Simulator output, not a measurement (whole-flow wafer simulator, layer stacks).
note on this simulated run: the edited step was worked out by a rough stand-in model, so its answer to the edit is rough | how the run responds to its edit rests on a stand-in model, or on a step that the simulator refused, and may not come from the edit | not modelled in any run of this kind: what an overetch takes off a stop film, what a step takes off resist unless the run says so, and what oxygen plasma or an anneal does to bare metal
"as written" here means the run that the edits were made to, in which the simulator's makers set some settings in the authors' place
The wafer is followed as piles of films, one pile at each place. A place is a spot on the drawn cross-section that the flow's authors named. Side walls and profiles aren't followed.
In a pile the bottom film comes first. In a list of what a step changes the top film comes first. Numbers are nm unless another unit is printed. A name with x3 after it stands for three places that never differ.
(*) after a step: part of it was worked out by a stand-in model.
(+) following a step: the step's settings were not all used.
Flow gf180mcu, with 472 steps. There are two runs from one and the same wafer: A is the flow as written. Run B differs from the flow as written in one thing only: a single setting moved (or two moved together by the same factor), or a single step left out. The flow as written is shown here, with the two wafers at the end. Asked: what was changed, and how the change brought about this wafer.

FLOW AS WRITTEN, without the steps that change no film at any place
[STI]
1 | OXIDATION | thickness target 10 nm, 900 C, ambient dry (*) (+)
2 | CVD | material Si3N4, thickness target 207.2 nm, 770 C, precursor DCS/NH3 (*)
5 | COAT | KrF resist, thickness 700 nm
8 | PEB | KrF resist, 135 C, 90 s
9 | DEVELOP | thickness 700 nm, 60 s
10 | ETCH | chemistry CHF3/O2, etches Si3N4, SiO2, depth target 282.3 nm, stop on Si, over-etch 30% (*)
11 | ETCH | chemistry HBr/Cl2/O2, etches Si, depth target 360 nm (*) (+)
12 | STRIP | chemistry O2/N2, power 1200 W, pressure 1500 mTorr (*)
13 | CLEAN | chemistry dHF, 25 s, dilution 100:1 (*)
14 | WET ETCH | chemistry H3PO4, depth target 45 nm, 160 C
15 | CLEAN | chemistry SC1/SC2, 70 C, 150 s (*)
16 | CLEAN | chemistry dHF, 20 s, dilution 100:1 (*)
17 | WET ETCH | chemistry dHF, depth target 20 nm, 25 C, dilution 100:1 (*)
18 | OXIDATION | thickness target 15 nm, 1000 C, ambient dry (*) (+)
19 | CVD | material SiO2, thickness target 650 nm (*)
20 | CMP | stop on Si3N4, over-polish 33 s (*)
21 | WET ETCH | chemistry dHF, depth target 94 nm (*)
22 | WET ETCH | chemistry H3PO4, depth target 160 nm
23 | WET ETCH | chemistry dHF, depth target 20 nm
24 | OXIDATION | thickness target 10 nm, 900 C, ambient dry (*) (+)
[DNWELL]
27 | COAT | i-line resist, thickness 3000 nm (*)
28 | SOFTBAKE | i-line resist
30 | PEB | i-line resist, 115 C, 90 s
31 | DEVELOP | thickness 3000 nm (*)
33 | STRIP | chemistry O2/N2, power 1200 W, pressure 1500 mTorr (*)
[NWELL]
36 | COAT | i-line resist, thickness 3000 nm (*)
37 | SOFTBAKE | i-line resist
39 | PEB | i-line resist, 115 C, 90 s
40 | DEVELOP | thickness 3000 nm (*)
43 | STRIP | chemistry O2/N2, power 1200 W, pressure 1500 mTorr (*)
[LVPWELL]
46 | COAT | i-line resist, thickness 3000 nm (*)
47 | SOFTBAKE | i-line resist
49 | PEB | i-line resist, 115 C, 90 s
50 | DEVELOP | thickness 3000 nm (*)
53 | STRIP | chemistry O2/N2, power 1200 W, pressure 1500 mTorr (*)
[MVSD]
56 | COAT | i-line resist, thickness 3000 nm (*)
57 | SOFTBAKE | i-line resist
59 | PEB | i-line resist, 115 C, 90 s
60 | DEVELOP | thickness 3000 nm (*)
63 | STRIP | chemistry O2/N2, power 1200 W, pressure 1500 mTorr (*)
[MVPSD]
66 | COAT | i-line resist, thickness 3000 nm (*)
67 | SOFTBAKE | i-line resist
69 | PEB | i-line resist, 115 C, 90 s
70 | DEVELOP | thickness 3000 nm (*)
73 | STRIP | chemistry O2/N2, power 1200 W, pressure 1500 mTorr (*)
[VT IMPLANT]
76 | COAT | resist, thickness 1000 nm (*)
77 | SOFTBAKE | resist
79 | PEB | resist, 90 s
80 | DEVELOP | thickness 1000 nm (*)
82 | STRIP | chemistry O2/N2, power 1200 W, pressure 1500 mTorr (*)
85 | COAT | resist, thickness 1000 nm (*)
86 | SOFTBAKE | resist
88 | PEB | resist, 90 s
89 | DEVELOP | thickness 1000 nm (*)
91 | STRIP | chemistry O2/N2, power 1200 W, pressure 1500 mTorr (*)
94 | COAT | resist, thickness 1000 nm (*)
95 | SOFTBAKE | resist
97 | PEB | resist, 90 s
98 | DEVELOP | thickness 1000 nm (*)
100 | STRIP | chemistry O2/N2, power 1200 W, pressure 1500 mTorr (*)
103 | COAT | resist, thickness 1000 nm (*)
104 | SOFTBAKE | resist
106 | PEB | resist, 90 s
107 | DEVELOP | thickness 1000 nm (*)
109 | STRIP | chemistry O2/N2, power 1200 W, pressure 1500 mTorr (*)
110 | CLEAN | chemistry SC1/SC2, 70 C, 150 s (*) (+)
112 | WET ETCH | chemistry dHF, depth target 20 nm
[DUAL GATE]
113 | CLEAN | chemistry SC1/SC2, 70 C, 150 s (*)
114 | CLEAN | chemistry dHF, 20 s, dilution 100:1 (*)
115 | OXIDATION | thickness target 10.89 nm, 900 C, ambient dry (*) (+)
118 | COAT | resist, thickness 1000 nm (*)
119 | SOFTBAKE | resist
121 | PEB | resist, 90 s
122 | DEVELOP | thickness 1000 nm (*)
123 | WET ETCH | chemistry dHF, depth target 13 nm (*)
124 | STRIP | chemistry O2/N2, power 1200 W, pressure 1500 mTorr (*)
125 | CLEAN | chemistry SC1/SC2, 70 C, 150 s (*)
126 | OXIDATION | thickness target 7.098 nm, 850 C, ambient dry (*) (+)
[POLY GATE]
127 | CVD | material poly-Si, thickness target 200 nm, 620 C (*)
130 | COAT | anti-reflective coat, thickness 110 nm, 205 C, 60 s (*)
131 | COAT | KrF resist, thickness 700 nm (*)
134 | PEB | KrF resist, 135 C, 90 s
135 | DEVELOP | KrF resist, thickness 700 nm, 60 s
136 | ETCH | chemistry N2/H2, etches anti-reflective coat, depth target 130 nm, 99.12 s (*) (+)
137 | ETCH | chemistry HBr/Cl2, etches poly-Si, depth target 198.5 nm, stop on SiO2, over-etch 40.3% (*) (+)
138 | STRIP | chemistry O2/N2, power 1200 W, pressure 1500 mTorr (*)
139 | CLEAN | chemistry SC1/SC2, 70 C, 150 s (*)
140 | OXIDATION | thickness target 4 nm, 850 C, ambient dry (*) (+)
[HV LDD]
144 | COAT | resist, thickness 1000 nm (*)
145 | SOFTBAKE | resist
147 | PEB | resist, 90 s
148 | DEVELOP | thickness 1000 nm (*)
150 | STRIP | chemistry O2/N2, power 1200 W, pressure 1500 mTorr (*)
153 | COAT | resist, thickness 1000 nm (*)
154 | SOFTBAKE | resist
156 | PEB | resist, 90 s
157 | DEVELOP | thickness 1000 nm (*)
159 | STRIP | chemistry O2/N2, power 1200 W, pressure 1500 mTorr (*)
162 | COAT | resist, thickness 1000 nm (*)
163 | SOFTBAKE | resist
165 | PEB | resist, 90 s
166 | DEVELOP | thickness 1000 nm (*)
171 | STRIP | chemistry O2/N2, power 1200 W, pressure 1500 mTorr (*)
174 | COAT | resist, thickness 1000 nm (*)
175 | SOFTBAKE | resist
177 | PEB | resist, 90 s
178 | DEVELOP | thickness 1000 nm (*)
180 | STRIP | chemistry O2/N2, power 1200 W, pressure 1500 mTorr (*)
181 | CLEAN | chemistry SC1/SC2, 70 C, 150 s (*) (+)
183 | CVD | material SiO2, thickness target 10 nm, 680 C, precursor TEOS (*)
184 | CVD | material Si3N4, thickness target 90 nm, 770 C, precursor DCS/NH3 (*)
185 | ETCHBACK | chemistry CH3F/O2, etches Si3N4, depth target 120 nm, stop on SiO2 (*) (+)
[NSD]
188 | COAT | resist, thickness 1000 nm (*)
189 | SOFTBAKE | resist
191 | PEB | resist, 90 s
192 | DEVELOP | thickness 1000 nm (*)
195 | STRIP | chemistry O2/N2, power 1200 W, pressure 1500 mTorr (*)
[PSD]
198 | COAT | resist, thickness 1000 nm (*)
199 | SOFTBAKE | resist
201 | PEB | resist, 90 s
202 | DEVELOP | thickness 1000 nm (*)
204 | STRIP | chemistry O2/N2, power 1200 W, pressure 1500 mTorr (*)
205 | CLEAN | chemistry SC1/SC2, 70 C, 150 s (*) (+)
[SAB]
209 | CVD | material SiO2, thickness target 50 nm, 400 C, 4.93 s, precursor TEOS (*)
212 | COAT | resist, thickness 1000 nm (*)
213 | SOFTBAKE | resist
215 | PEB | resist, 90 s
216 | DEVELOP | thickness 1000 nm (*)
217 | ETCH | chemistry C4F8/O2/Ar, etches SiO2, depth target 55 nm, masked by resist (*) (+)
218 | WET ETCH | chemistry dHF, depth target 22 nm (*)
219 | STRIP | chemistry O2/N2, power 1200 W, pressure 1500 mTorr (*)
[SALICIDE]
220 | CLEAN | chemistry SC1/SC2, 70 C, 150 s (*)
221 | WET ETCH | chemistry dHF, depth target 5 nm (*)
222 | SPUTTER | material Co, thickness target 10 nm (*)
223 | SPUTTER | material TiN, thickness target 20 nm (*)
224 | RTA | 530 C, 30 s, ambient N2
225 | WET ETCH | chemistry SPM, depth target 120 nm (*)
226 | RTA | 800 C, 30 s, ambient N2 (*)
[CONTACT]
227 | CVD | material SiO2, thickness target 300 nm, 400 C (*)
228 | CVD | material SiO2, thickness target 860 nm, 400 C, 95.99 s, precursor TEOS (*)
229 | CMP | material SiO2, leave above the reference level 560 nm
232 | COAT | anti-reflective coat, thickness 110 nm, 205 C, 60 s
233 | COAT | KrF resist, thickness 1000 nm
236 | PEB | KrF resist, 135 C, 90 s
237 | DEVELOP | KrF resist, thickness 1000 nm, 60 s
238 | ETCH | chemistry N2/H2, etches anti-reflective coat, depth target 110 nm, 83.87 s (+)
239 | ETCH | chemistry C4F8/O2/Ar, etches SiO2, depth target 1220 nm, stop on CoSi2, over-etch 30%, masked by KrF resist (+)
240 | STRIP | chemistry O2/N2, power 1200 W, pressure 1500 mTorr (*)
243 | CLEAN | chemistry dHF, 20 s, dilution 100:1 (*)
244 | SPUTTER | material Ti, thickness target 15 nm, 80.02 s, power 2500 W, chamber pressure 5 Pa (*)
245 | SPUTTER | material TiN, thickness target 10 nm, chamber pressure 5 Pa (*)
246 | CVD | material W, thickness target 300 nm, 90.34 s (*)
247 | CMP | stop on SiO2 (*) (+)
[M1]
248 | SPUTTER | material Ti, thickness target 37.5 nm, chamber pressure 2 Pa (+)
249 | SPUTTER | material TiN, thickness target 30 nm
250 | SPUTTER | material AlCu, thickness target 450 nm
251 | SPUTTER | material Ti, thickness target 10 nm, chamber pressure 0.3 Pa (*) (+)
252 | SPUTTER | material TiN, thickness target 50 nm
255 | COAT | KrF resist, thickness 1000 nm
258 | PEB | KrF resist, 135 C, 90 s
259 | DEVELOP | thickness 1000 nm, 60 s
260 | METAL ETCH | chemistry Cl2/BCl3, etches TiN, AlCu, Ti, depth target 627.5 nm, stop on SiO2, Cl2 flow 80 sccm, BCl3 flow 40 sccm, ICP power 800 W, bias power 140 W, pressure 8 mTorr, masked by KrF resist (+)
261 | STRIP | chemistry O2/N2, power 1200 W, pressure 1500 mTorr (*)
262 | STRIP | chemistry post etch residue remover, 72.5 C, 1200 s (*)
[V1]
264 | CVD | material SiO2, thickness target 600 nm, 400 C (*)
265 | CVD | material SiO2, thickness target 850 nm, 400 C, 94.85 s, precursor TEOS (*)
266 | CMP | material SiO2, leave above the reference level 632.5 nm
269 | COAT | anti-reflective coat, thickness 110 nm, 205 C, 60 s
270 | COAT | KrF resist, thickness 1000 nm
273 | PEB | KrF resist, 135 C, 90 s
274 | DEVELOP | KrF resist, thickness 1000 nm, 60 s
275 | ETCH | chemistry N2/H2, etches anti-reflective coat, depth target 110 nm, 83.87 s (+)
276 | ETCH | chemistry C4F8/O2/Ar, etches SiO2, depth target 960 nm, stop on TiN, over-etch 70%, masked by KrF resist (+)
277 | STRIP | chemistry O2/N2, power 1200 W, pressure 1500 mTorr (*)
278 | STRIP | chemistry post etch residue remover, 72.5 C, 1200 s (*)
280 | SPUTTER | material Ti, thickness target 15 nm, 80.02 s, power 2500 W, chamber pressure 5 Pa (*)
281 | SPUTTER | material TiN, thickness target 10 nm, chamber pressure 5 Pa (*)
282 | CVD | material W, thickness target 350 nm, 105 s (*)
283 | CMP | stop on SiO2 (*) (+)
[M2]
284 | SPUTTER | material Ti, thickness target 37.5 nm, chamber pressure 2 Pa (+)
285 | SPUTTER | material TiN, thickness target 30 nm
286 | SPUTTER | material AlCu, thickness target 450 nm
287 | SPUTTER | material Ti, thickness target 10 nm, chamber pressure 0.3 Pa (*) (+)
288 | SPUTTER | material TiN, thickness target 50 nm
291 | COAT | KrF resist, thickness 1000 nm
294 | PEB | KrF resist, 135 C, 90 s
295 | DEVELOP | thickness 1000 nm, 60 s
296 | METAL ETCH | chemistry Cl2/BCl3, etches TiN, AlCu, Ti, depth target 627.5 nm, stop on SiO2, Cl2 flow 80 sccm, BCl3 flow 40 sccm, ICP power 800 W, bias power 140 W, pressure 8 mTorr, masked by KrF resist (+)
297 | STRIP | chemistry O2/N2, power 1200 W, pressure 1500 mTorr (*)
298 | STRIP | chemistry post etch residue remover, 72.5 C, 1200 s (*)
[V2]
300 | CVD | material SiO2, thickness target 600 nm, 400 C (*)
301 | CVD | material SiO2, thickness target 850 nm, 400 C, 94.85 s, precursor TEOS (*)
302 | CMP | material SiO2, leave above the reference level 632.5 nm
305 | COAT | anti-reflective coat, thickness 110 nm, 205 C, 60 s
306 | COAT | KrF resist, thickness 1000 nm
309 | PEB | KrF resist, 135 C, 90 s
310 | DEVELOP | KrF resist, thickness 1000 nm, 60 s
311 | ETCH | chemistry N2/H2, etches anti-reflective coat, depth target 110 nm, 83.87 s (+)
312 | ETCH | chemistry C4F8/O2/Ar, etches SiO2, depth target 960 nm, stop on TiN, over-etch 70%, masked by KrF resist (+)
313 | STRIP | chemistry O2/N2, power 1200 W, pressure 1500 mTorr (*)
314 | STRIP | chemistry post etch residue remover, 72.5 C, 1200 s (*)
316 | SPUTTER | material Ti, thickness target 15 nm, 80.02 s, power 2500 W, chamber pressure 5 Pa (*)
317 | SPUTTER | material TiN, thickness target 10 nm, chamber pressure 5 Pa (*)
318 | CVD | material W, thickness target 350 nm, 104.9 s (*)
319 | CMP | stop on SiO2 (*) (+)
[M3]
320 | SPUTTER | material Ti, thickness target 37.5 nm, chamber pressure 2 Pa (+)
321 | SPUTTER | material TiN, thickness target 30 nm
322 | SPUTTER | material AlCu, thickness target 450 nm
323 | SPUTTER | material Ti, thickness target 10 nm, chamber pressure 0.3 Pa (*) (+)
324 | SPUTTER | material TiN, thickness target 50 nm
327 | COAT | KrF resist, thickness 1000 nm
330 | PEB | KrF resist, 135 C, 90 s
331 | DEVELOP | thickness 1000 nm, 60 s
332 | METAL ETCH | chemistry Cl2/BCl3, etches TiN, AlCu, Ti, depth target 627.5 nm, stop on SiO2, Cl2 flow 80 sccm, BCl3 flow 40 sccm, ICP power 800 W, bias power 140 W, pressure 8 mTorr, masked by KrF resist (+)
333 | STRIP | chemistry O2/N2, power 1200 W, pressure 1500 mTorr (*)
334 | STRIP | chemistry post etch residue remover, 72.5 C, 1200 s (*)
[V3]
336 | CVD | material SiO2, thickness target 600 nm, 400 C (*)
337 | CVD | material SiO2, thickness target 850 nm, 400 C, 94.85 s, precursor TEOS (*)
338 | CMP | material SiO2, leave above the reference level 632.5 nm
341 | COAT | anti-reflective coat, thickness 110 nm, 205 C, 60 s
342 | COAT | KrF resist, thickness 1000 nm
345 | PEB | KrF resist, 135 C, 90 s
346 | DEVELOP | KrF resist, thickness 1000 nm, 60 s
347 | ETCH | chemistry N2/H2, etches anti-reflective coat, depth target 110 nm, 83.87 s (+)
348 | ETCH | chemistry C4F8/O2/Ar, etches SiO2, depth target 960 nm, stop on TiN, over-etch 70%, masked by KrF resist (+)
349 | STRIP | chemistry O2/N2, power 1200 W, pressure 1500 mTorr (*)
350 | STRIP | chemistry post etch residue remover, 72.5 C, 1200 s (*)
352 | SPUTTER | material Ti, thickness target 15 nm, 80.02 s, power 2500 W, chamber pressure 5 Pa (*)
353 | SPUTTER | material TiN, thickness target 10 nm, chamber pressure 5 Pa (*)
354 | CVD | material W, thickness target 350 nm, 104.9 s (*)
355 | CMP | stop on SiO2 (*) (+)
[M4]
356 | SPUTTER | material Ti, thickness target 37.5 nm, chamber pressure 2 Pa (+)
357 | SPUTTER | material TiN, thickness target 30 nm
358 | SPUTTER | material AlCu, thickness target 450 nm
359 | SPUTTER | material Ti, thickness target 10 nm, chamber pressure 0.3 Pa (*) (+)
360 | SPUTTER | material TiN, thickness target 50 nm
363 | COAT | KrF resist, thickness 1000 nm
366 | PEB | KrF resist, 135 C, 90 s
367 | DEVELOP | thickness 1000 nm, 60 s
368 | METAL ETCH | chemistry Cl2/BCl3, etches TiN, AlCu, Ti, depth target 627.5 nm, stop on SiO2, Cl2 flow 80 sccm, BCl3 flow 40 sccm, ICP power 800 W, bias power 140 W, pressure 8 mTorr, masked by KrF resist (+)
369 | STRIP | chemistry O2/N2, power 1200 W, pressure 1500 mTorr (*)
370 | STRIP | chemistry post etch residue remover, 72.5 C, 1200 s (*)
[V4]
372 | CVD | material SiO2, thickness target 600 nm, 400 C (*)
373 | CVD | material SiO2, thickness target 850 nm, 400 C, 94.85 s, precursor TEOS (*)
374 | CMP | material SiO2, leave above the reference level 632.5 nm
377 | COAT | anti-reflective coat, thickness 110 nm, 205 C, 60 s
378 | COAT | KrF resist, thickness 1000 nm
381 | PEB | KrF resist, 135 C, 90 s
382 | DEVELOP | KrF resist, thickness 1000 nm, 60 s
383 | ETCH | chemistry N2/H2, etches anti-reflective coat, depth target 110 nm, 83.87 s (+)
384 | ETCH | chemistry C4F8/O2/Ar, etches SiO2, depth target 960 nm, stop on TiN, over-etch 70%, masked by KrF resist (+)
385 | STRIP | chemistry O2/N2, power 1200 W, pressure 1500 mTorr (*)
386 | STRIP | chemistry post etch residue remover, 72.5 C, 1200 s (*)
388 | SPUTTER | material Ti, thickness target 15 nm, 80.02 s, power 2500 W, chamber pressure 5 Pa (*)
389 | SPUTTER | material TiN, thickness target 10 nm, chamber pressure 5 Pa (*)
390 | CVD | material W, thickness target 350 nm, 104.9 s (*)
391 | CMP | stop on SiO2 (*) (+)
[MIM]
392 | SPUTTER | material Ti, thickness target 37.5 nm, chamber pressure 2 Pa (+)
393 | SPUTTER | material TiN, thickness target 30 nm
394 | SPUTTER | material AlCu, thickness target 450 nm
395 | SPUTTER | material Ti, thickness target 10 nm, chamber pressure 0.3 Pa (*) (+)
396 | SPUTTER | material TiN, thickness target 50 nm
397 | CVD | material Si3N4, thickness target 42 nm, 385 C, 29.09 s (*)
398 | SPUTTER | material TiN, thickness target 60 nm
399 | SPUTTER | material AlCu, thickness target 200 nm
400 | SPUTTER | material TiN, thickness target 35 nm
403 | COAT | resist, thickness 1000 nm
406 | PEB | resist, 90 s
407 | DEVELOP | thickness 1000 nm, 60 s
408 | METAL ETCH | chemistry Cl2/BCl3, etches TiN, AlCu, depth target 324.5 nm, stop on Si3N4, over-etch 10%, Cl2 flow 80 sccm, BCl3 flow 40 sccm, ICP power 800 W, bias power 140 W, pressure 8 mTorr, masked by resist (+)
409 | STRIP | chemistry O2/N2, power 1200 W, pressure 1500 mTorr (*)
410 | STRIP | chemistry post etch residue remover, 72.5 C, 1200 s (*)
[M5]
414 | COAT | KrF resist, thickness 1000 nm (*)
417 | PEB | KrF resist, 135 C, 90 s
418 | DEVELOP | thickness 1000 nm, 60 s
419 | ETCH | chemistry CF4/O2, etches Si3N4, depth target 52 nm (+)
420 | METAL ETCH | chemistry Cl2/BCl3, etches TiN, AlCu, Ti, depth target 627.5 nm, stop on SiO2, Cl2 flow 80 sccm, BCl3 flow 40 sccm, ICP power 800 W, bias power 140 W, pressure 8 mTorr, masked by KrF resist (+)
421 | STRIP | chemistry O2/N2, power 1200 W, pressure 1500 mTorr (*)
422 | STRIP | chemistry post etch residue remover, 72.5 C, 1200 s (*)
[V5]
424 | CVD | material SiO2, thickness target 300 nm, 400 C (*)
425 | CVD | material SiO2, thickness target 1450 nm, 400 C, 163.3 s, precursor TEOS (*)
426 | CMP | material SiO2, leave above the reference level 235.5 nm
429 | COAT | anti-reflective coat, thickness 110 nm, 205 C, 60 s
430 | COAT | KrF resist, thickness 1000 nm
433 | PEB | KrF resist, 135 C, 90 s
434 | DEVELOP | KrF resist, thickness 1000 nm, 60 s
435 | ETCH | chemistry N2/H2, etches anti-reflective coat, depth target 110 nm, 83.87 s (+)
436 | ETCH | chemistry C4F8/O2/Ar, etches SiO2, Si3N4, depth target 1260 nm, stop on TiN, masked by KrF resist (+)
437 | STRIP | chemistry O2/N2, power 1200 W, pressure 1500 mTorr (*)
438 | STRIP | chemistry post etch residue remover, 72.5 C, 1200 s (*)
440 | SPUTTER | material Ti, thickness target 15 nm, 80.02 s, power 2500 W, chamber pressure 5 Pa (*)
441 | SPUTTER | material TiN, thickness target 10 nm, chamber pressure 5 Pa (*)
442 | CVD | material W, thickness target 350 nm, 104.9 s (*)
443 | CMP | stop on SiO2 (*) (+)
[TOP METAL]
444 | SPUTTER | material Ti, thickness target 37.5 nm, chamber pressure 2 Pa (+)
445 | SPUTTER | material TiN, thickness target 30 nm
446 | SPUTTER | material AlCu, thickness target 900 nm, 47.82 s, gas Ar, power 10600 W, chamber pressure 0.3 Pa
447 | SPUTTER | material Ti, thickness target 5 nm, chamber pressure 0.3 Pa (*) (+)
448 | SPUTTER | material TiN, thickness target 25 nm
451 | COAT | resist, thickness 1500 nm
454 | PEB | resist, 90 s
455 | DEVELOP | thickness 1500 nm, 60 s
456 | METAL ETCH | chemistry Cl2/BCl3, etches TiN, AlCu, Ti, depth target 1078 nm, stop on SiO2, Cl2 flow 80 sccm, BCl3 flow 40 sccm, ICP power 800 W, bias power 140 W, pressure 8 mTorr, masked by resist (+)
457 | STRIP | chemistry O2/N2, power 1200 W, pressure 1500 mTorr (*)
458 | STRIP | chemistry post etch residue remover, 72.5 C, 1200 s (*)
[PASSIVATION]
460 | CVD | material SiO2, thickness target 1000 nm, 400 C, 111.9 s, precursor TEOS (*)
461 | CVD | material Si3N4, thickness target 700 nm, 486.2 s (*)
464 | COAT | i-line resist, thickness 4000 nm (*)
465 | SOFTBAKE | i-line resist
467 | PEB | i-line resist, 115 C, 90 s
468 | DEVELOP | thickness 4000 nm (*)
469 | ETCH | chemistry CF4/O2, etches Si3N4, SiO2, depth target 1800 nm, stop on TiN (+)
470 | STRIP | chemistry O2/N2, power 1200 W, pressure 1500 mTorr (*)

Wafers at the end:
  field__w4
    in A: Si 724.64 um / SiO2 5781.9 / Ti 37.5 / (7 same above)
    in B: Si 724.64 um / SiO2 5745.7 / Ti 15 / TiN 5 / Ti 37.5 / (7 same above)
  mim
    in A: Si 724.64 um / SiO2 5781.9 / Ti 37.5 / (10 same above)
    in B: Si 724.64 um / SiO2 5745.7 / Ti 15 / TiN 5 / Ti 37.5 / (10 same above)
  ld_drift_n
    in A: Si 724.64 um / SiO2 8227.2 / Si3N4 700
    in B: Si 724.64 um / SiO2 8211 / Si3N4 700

Cause: step 373, CVD: thickness target 510 nm was run, though the flow has thickness target 850 nm.

Step by step, how the change led to this:
  373 | CVD | material SiO2, thickness target 850 nm, 400 C, 94.85 s, precursor TEOS (*)
      field, field__w1, field__w2 and 108 more: A SiO2 gains 850 | B SiO2 gains 510
  374 | CMP | material SiO2, leave above the reference level 632.5 nm
      field, field__w1, field__w2 and 103 more: A SiO2 loses 300 | B nothing
      field__w8, contact, m1, m1__w1, m1_nw: A SiO2 loses 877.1 | B SiO2 loses 537.1
  377 | COAT | anti-reflective coat, thickness 110 nm, 205 C, 60 s
      nw_enc_fld_lv__w3, polyc_n: A anti-reflective coat gains 110 (new film) | B anti-reflective coat gains 114.2 (new film)
      field: A anti-reflective coat gains 110 (new film) | B anti-reflective coat gains 122.6 (new film)
      (as well as at 15 more places)
  383 | ETCH | chemistry N2/H2, etches anti-reflective coat, depth target 110 nm, 83.87 s (+)
      contact: A anti-reflective coat loses 110 (all of it), SiO2 loses 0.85 | B anti-reflective coat loses 83 (all of it), SiO2 loses 1.54
  385 | STRIP | chemistry O2/N2, power 1200 W, pressure 1500 mTorr (*)
      field: A KrF resist loses 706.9 (all of it), anti-reflective coat loses 110 (all of it) | B KrF resist loses 700.2 (all of it), anti-reflective coat loses 122.6 (all of it)
      field__w8: A KrF resist loses 706.9 (all of it), anti-reflective coat loses 110 (all of it) | B KrF resist loses 704.6 (all of it), anti-reflective coat loses 82.4 (all of it)
      (as well as at 15 more places)
  390 | CVD | material W, thickness target 350 nm, 104.9 s (*)
      contact: A W gains 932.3 (new film) | B W gains 891.9 (new film)
  391 | CMP | stop on SiO2 (*) (+)
      field, field__w1, field__w2 and 103 more: A W loses 350 (all of it), TiN loses 10 (all of it), Ti loses 15 (all of it), SiO2 loses 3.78 | B W loses 350 (all of it), TiN loses 5
      field__w8, m1, m1__w1, m1_nw: A W loses 350 (all of it), TiN loses 10 (all of it), Ti loses 15 (all of it), SiO2 loses 3.78 | B W loses 350 (all of it), TiN loses 10 (all of it), Ti loses 15 (all of it), SiO2 loses 20
      (as well as at 1 more place)
  420 | METAL ETCH | chemistry Cl2/BCl3, etches TiN, AlCu, Ti, depth target 627.5 nm, stop on SiO2, Cl2 flow 80 sccm, BCl3 flow 40 sccm, ICP power 800 W, bias power 140 W, pressure 8 mTorr, masked by KrF resist (+)
      field, field__w1, field__w2 and 101 more: A TiN loses 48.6 (all of it), Ti loses 10 (all of it), AlCu loses 450 (all of it), TiN loses 30 (all of it), Ti loses 37.5 (all of it) | B TiN loses 48.6 (all of it), Ti loses 10 (all of it), AlCu loses 450 (all of it), TiN loses 30 (all of it), Ti loses 37.5 (all of it), TiN loses 5 (all of it), Ti loses 15 (all of it)
  426 | CMP | material SiO2, leave above the reference level 235.5 nm
      field, field__w1, field__w5 and 92 more: A SiO2 loses 300.8 | B SiO2 loses 280.8
      field__w2, field__w3, field__w12 and 6 more: A SiO2 loses 272.7 | B SiO2 loses 251.8
